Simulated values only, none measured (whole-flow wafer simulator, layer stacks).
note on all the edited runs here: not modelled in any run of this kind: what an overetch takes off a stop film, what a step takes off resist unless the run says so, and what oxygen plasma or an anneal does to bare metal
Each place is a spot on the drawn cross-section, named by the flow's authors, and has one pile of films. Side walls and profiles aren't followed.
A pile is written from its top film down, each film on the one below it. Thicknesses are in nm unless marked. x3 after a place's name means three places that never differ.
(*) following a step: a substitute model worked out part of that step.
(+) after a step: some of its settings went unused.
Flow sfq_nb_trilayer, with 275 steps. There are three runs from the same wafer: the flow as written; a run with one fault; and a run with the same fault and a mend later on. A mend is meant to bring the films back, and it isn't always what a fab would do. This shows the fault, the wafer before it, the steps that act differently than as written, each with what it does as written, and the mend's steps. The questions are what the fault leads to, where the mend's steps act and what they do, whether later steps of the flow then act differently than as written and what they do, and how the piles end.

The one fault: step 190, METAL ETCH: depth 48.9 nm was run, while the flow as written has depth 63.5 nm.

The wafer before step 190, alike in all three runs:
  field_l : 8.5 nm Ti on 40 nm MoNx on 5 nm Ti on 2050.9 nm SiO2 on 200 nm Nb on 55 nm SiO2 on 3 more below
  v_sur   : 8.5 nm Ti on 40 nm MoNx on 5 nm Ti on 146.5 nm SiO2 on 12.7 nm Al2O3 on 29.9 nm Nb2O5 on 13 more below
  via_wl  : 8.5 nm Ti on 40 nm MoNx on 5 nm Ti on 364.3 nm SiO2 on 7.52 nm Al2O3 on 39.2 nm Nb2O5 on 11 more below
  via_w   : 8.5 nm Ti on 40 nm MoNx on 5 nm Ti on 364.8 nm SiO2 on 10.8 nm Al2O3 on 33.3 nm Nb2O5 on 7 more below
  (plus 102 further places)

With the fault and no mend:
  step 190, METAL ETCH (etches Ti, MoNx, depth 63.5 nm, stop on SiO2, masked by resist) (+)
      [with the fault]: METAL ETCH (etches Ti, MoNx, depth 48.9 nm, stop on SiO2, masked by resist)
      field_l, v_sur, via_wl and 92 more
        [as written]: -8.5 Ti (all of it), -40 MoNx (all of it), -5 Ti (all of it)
        [with the fault]: -8.5 Ti (all of it), -40 MoNx (all of it), -0.4 Ti
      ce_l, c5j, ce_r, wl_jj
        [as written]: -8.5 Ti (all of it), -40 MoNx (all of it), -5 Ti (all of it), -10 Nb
        [with the fault]: -8.5 Ti (all of it), -40 MoNx (all of it), -0.4 Ti
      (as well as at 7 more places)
  Steps further on in the flow that do not act as written (12 more steps, not shown, differ only slightly: by at most 2% or 0.5 nm, whichever is larger):
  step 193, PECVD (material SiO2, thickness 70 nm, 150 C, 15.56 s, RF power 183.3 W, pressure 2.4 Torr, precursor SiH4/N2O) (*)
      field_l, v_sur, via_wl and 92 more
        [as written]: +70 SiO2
        [with the fault]: +70 SiO2 (new film)
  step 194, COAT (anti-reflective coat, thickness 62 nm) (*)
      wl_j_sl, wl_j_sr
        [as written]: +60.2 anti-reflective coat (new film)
        [with the fault]: +62 anti-reflective coat (new film)
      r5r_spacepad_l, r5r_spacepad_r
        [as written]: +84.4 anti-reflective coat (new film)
        [with the fault]: +82.4 anti-reflective coat (new film)
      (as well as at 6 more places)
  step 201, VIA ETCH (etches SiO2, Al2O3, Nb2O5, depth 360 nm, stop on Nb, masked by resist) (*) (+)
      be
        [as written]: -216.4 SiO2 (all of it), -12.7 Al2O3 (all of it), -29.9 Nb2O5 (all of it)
        [with the fault]: -69.8 SiO2 (all of it), -4.6 Ti (all of it), -146.5 SiO2 (all of it), -12.7 Al2O3 (all of it), -29.9 Nb2O5 (all of it)
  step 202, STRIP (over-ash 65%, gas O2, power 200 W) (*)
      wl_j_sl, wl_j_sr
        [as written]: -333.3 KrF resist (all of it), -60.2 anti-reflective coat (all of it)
        [with the fault]: -333.1 KrF resist (all of it), -62 anti-reflective coat (all of it)
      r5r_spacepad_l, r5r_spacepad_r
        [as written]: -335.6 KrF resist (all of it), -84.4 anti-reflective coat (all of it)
        [with the fault]: -335.4 KrF resist (all of it), -82.4 anti-reflective coat (all of it)
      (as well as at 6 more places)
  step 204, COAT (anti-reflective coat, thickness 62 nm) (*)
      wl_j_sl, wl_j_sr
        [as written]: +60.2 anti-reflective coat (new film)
        [with the fault]: +62 anti-reflective coat (new film)
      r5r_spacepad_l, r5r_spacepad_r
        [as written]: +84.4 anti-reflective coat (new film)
        [with the fault]: +82.4 anti-reflective coat (new film)
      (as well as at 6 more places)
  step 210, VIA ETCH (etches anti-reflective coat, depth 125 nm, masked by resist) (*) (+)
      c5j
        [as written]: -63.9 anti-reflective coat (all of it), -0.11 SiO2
        [with the fault]: -61.3 anti-reflective coat (all of it), -0.12 SiO2
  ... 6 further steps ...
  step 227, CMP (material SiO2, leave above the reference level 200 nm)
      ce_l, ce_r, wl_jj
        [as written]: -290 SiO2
        [with the fault]: -300 SiO2
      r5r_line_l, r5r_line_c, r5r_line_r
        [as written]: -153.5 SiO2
        [with the fault]: -148.9 SiO2
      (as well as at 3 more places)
  At field_l, v_sur, via_wl and 99 more, the piles at the end differ from the flow's by more than 2% or 0.5 nm, whichever is larger.
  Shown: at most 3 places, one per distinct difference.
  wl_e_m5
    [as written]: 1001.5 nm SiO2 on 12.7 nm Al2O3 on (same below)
    [with the fault]: 855 nm SiO2 on 4.6 nm Ti on 146.5 nm SiO2 on 12.7 nm Al2O3 on (same below)
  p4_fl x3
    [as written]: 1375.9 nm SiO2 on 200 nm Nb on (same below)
    [with the fault]: 855 nm SiO2 on 4.6 nm Ti on 520.9 nm SiO2 on 200 nm Nb on (same below)
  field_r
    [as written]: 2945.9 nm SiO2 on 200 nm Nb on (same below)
    [with the fault]: 855 nm SiO2 on 4.6 nm Ti on 2090.9 nm SiO2 on 200 nm Nb on (same below)

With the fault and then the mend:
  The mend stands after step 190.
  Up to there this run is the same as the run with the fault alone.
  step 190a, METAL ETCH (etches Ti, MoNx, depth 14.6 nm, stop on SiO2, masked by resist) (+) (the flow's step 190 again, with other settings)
      field_l, v_sur, via_wl and 92 more
        -4.6 Ti (all of it)
      be_r, r_sur, res, r_end, r5r_line_l, r5r_line_c, r5r_line_r
        -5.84 KrF resist
      ce_l, c5j, ce_r, wl_jj
        -4.6 Ti (all of it), -10 Nb
  Later steps of the flow that are run all act as written at every place that is followed.
  By the end, the piles equal the flow's at every place that both follow.
